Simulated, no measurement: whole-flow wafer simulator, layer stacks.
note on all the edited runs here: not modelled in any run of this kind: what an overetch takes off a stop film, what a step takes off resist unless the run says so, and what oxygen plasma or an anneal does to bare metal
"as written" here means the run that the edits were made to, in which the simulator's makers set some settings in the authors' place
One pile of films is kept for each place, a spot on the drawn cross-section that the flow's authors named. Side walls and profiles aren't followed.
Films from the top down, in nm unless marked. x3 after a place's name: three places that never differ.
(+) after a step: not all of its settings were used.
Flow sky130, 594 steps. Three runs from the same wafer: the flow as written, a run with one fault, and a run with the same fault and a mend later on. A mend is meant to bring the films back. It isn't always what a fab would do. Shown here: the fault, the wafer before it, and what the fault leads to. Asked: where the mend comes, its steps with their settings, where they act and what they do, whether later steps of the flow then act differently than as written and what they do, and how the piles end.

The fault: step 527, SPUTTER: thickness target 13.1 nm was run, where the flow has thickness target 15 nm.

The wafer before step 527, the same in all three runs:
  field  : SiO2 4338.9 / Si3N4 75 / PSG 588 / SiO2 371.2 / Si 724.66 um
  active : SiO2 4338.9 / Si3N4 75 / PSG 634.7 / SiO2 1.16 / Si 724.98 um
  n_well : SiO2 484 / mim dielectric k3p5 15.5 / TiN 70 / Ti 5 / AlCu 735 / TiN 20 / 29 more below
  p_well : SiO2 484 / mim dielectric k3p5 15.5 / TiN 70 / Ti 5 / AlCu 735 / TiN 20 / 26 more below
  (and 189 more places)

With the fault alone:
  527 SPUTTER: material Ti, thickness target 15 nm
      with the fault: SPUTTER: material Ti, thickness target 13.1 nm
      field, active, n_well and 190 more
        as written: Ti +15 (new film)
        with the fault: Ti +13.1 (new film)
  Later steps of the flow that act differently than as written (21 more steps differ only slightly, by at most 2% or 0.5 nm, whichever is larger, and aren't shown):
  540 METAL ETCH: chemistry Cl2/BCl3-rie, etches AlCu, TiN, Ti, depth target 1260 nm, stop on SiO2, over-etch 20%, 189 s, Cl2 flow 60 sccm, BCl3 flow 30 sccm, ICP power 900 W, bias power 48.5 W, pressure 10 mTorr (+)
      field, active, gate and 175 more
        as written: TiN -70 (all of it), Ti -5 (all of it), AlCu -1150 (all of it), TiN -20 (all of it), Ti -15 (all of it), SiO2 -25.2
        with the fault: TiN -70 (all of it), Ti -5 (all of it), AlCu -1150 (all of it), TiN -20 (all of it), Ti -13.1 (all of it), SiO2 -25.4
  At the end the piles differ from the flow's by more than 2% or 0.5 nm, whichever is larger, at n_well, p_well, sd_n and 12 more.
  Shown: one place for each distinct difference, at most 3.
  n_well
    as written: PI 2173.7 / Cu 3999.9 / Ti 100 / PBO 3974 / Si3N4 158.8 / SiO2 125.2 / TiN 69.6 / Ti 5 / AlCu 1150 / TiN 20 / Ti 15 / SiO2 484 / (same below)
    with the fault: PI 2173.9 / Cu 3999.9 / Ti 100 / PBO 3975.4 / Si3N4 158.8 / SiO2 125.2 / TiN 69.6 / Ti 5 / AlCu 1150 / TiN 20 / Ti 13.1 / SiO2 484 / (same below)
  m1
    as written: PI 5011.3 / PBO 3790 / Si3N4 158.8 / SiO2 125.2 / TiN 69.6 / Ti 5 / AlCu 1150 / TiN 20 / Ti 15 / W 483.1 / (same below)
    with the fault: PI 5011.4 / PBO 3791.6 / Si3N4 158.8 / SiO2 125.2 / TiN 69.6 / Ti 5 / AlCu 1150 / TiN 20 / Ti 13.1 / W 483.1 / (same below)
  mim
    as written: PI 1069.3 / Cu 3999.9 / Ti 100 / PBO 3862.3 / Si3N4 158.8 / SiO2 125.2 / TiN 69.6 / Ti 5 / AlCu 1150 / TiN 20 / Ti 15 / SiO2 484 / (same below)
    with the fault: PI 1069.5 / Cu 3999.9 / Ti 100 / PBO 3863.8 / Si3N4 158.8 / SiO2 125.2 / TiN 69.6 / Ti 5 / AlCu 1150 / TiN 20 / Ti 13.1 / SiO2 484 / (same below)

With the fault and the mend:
  The mend comes after step 527.
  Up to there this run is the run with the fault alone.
  527a SPUTTER: material Ti, thickness target 1.9 nm (the flow's step 527 once more, with other settings)
      field, active, n_well and 190 more
        Ti +1.9
  No later step of the flow acts differently than as written at any place that is followed.
  At the end the piles are the same as the flow's at every place that both follow.
